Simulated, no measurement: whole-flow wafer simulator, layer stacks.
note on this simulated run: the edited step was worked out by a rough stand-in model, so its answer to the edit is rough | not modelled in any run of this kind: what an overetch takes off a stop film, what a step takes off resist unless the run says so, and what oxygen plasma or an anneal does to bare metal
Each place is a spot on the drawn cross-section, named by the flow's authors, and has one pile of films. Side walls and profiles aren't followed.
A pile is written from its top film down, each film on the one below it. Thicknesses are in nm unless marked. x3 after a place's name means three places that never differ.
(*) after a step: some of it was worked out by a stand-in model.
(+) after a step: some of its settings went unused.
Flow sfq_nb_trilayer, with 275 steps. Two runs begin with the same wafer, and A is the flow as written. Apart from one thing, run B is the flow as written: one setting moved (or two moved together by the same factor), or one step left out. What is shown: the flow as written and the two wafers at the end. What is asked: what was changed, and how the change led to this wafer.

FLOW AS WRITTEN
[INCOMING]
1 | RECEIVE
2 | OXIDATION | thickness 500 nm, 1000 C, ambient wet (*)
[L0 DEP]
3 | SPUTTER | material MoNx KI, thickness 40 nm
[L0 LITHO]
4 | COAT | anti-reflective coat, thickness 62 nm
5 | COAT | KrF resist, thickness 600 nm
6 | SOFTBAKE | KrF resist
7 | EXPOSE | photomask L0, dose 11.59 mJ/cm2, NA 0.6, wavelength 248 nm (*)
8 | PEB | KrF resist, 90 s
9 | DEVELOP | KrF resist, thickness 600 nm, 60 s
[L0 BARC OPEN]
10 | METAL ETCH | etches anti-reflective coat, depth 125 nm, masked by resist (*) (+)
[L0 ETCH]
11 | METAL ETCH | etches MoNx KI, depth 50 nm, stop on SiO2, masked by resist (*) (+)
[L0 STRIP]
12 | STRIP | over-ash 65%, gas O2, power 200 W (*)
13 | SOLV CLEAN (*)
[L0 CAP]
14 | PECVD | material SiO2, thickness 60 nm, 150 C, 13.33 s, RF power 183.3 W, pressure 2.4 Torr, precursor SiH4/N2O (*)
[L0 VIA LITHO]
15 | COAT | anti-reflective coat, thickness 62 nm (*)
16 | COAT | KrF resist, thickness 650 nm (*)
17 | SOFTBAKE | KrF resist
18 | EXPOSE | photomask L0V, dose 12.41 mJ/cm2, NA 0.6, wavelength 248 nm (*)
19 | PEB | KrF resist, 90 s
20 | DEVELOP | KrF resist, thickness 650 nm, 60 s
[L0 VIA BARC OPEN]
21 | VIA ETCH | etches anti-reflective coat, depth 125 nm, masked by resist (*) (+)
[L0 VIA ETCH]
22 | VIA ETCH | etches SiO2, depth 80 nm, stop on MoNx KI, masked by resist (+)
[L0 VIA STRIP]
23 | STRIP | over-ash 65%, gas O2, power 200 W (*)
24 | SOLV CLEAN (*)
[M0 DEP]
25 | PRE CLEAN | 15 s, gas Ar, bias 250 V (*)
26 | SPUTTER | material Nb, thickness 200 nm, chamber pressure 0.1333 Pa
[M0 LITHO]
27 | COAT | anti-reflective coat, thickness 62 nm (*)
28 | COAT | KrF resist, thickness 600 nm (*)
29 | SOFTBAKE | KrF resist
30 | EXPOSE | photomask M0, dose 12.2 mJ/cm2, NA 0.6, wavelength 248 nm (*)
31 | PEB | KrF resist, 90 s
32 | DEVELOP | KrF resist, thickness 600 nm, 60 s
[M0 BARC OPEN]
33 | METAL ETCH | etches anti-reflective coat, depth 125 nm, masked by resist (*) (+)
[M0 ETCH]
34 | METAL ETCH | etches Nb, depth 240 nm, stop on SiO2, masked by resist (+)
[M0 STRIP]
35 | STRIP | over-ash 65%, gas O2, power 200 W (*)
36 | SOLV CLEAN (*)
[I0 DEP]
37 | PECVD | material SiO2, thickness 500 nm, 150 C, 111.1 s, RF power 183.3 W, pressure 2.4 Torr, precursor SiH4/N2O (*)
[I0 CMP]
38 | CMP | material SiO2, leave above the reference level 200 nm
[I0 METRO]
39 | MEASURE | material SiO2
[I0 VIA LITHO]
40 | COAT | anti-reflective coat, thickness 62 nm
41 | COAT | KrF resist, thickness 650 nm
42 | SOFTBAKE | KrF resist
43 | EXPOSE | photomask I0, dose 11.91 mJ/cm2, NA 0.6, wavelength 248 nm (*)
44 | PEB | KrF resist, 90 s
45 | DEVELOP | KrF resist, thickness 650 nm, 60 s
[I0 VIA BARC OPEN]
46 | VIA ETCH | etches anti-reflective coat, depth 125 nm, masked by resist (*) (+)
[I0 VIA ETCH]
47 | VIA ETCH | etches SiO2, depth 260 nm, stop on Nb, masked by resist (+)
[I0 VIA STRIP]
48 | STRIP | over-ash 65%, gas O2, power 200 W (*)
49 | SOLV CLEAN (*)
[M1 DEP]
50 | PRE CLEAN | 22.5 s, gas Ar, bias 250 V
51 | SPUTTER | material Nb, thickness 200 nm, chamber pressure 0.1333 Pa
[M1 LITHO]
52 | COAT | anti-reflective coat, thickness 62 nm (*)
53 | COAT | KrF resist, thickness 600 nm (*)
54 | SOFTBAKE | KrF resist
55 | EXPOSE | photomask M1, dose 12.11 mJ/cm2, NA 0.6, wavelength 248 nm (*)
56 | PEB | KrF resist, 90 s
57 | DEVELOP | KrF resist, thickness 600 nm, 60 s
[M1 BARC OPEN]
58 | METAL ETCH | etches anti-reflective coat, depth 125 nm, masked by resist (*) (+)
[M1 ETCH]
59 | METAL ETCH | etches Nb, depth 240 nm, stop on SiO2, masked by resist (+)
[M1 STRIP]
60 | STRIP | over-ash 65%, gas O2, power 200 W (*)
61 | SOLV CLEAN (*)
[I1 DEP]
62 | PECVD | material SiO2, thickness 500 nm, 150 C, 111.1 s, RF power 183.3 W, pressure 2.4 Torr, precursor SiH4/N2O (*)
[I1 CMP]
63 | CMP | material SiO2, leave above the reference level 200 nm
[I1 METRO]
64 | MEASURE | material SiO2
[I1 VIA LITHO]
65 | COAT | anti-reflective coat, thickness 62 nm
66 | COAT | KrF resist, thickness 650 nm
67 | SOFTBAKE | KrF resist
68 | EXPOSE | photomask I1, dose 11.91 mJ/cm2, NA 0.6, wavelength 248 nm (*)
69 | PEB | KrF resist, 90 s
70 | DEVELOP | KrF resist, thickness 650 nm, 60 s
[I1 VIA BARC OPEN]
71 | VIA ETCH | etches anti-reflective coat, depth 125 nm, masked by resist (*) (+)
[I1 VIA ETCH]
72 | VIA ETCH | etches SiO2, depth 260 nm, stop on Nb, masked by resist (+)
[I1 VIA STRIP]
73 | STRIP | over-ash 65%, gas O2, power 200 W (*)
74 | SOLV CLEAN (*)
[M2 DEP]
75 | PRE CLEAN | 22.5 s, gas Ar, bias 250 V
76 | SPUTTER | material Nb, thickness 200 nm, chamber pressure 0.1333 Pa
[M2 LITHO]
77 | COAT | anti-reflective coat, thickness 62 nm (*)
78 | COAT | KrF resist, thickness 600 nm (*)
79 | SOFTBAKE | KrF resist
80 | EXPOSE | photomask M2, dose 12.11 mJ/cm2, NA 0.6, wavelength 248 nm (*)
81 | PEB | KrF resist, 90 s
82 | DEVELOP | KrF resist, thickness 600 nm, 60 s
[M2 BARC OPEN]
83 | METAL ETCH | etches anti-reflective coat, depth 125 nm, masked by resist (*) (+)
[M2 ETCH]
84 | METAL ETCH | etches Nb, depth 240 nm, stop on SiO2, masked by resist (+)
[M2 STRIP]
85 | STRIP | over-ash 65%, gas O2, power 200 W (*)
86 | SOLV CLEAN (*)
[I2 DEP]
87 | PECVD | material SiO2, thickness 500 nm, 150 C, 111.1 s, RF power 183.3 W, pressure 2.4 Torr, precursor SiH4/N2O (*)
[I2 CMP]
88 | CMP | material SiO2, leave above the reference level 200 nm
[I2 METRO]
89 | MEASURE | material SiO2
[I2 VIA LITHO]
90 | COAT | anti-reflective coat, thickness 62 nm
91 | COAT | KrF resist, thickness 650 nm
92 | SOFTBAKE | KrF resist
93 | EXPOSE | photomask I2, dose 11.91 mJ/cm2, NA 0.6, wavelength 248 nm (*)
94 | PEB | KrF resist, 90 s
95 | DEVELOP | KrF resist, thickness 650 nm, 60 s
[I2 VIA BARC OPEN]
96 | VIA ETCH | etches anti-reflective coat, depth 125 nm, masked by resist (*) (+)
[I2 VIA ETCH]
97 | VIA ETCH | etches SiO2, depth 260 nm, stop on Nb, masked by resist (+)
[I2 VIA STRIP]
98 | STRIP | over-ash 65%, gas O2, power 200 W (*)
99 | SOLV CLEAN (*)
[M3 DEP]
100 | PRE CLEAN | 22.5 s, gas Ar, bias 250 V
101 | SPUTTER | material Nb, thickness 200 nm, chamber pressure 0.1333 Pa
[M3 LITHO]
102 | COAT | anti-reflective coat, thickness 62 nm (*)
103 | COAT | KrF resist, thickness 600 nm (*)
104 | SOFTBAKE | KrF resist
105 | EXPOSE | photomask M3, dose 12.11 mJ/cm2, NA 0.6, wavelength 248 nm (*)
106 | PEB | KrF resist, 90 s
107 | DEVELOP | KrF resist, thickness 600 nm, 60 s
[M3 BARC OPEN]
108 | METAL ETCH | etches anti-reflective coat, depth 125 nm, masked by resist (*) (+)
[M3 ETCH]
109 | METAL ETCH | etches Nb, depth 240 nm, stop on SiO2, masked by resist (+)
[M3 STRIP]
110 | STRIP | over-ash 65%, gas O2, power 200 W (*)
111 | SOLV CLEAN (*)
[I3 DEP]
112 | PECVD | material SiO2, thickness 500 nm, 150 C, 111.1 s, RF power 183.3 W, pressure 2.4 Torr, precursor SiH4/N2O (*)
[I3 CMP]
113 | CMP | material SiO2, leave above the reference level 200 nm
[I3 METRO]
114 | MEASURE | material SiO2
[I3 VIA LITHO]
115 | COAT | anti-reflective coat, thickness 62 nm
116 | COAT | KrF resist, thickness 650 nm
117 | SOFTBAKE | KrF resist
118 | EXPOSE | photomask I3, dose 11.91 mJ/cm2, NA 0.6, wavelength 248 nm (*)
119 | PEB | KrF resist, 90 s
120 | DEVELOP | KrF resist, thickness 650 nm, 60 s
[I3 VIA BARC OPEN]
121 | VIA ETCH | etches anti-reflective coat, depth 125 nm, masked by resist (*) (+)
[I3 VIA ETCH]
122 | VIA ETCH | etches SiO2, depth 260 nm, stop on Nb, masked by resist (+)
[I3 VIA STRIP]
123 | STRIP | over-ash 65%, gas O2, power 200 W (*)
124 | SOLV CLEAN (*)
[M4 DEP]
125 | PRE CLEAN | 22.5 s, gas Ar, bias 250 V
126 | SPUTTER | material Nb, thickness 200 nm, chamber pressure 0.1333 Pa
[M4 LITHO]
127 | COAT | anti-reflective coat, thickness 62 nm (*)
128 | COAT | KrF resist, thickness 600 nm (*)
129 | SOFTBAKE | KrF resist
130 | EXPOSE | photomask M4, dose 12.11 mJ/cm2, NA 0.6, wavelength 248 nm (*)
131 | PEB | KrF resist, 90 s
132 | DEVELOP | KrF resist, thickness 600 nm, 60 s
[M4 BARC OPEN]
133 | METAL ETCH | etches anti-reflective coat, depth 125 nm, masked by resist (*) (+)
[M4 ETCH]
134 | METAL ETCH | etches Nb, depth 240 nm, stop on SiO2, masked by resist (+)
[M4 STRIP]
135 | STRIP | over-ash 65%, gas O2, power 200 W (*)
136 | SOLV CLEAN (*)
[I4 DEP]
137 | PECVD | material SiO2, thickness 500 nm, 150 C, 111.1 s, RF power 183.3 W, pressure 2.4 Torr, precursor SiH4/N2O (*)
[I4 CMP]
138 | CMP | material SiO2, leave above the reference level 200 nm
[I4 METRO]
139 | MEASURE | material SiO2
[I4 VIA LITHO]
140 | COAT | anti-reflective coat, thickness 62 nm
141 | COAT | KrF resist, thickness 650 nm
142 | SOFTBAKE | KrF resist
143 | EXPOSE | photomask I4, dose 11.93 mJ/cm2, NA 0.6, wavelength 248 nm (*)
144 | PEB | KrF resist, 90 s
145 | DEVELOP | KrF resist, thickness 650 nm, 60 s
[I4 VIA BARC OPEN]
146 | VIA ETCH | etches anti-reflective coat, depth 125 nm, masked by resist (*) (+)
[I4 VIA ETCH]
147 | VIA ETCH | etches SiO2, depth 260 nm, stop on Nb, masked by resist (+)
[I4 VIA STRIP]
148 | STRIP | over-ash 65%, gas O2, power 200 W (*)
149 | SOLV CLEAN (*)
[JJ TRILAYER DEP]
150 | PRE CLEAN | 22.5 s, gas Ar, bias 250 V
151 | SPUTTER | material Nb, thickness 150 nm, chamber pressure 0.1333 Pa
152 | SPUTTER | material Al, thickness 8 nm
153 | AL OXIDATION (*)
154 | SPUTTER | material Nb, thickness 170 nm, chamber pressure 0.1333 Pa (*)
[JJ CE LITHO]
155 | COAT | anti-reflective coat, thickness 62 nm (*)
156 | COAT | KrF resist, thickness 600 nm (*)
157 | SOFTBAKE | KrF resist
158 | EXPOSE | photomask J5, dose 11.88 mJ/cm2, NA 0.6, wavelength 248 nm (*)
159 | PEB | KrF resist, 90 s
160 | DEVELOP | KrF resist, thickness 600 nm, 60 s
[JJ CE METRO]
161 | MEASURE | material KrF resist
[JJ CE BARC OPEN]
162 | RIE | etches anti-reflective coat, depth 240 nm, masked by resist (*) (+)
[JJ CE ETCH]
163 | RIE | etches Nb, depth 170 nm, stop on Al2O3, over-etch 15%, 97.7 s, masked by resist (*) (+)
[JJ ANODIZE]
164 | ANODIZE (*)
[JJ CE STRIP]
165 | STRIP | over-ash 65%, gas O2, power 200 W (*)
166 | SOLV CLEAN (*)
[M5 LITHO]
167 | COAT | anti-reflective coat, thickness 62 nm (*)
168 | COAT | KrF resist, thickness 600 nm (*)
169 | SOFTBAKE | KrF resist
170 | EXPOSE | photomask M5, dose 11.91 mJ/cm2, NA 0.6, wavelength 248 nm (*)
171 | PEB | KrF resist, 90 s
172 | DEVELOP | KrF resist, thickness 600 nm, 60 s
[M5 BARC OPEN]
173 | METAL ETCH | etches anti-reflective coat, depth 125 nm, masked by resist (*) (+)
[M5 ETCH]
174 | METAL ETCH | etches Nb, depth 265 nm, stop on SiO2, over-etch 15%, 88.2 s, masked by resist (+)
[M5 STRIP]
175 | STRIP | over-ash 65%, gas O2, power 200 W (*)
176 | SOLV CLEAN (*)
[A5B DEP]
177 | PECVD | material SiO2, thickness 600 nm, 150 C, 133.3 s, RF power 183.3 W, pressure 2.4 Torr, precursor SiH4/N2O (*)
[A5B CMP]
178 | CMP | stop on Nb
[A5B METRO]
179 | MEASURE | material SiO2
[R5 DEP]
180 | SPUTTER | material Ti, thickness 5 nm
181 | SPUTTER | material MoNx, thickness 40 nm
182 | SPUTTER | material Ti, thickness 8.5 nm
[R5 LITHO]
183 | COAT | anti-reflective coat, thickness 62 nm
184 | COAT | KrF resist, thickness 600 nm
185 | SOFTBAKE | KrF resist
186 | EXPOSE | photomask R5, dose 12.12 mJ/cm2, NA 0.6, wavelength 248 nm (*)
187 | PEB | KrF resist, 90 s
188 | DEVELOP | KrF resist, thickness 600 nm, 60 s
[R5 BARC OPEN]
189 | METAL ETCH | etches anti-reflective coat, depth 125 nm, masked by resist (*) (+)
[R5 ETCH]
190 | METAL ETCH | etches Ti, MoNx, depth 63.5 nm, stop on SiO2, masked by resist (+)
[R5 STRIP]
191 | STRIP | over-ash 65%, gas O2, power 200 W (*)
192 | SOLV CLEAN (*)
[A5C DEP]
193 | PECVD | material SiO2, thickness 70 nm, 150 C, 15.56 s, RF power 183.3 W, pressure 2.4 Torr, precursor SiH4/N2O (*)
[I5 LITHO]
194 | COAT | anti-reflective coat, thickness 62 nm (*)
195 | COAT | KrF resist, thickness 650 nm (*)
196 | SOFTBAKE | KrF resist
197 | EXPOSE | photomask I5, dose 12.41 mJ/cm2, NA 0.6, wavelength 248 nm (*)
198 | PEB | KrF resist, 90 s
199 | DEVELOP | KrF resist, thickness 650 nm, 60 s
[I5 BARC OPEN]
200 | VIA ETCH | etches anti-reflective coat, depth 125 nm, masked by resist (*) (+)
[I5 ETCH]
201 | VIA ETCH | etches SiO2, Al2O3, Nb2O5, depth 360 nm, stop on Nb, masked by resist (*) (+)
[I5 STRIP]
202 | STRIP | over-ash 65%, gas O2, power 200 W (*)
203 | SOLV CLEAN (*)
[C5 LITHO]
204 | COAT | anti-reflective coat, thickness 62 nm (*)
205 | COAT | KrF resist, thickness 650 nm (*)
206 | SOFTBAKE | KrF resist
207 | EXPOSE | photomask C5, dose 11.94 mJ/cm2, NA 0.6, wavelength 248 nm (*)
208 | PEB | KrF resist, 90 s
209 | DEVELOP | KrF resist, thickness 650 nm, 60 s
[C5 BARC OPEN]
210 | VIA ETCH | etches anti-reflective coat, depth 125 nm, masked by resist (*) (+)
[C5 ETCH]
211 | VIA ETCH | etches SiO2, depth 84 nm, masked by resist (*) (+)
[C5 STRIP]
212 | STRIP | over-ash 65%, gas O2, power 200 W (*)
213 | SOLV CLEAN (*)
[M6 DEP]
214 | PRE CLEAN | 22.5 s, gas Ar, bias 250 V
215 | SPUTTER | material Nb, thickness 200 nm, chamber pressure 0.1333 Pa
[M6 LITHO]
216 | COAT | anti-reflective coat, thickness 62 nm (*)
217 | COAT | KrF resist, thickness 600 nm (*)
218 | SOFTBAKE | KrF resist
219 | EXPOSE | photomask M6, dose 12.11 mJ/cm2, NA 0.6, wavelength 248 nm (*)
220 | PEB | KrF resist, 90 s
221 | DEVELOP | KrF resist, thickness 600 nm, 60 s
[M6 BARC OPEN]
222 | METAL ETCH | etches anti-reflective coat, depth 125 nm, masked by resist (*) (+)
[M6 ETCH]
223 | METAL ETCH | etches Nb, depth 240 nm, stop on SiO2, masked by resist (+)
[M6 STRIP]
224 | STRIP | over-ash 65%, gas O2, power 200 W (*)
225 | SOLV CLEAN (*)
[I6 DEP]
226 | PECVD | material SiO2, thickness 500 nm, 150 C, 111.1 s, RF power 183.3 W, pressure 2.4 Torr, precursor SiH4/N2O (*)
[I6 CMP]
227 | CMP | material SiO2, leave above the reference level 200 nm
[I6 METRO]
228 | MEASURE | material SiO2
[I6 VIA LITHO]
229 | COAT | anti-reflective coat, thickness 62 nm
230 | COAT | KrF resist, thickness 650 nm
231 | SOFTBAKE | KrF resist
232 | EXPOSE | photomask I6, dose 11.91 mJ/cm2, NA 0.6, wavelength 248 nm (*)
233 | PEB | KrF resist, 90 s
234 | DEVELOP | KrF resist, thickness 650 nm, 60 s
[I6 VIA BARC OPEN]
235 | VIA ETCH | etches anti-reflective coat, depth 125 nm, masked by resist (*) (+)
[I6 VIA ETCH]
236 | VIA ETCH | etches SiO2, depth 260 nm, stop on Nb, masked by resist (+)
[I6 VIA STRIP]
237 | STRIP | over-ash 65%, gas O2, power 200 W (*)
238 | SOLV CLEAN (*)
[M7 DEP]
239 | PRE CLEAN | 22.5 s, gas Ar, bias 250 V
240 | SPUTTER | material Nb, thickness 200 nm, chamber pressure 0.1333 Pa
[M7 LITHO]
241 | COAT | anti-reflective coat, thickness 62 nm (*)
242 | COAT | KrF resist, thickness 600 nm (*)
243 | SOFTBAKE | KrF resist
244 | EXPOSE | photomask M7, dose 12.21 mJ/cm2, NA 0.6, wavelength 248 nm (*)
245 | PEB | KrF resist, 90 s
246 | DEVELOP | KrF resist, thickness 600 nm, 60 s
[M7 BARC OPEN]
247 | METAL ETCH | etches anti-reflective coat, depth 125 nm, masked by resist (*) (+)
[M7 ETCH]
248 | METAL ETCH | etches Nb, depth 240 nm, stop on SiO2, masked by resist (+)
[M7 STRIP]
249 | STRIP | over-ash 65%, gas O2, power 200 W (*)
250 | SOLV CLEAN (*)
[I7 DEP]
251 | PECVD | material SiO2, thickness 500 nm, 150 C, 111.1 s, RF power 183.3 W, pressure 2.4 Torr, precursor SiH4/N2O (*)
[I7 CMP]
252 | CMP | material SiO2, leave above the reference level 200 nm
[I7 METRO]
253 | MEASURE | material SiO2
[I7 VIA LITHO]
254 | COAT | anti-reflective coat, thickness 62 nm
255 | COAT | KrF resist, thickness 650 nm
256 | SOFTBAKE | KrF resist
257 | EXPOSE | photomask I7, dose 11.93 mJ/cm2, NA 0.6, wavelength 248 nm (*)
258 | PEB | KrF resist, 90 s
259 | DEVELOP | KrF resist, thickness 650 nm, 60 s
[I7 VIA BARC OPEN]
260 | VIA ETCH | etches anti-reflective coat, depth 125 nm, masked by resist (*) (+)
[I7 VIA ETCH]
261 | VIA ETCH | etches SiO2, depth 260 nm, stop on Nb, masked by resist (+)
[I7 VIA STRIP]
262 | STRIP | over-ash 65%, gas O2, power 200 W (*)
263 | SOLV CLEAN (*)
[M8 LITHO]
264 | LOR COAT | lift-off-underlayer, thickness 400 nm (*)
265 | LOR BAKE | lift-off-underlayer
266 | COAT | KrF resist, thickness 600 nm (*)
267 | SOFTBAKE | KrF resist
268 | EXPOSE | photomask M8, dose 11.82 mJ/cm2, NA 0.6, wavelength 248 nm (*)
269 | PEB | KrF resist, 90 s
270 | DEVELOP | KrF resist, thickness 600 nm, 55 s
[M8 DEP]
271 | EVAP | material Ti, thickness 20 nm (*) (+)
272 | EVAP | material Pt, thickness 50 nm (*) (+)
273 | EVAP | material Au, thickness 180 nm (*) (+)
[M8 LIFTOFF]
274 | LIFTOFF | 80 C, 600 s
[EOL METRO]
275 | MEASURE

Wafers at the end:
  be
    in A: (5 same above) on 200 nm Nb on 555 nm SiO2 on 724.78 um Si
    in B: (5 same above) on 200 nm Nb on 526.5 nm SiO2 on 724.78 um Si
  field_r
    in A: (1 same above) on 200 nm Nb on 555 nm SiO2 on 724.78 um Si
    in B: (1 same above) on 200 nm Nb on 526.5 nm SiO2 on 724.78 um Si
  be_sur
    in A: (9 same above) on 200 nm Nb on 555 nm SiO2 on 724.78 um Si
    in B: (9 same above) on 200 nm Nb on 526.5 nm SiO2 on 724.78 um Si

What caused this: step 14, PECVD: thickness 31.5 nm was run, though the flow has thickness 60 nm; step 14, PECVD: 7 s was run, where the flow has 13.33 s.

Step by step, how the change led to this:
  14 | PECVD | material SiO2, thickness 60 nm, 150 C, 13.33 s, RF power 183.3 W, pressure 2.4 Torr, precursor SiH4/N2O (*)
      v_sur, via_wl, via_w and 97 more: A +60 SiO2 | B +31.5 SiO2
      field_l, l0_sur, l0v, l0r_line_l, l0r_line_c, l0r_line_r: A +60 SiO2 (new film) | B +31.5 SiO2 (new film)
  22 | VIA ETCH | etches SiO2, depth 80 nm, stop on MoNx KI, masked by resist (+)
      field_l, v_sur, via_wl and 102 more: A -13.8 KrF resist | B -8.11 KrF resist
      l0v: A -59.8 SiO2 (all of it) | B -31.3 SiO2 (all of it)
  26 | SPUTTER | material Nb, thickness 200 nm, chamber pressure 0.1333 Pa
      l0v: A +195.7 Nb (new film) | B +200 Nb (new film)
  27 | COAT | anti-reflective coat, thickness 62 nm (*)
      l0_sur: A +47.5 anti-reflective coat (new film) | B +50.7 anti-reflective coat (new film)
      l0v: A +78 anti-reflective coat (new film) | B +69.2 anti-reflective coat (new film)
  28 | COAT | KrF resist, thickness 600 nm (*)
      l0v: A +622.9 KrF resist (new film) | B +605.5 KrF resist (new film)
  35 | STRIP | over-ash 65%, gas O2, power 200 W (*)
      l0_sur: A -372 KrF resist (all of it), -47.5 anti-reflective coat (all of it) | B -373.6 KrF resist (all of it), -50.7 anti-reflective coat (all of it)
      l0v: A -405.3 KrF resist (all of it), -78 anti-reflective coat (all of it) | B -387.9 KrF resist (all of it), -69.2 anti-reflective coat (all of it)
  38 | CMP | material SiO2, leave above the reference level 200 nm
      l0v: A -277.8 SiO2 | B -310.6 SiO2
